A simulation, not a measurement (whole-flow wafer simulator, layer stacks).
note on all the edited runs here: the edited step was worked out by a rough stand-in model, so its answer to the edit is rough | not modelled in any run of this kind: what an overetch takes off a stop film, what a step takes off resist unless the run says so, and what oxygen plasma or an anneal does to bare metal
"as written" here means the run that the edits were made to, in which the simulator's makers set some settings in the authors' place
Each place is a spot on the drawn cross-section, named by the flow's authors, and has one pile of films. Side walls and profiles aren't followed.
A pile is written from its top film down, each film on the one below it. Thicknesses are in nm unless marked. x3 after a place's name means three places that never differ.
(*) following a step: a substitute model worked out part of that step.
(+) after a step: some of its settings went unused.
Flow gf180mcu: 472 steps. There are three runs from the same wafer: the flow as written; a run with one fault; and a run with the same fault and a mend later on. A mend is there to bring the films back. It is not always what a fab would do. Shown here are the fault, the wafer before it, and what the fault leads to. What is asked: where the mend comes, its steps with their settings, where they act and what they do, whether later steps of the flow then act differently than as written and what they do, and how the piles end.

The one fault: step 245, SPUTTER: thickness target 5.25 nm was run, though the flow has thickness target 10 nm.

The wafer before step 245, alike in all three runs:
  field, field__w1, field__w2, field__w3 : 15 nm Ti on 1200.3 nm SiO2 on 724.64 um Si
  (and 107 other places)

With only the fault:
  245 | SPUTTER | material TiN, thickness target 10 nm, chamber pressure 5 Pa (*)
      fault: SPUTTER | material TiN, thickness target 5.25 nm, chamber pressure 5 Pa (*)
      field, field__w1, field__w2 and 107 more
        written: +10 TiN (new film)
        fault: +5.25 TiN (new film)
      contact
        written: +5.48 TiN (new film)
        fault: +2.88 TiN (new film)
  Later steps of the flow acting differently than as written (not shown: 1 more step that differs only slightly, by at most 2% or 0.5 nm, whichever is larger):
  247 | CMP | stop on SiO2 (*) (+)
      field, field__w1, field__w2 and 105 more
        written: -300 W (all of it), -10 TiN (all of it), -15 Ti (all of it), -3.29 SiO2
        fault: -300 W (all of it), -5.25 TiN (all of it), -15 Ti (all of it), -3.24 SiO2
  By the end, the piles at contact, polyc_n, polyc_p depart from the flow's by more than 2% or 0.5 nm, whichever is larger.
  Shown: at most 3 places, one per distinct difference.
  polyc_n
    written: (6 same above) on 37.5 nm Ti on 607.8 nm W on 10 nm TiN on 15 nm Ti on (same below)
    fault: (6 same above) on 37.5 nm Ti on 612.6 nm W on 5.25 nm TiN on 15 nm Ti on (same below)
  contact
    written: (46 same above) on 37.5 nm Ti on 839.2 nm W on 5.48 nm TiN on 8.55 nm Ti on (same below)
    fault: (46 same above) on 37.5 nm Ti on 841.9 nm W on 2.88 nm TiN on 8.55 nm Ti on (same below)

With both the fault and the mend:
  The mend follows step 245.
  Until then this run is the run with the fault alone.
  245a | SPUTTER | material TiN, thickness target 4.75 nm, chamber pressure 5 Pa (*) (a further turn of the flow's step 245, with different settings)
      field, field__w1, field__w2 and 107 more
        +4.75 TiN
      contact
        +2.6 TiN
  Later steps of the flow that are run all act as written at every place that is followed.
  By the end, the piles equal the flow's at every place that both follow.
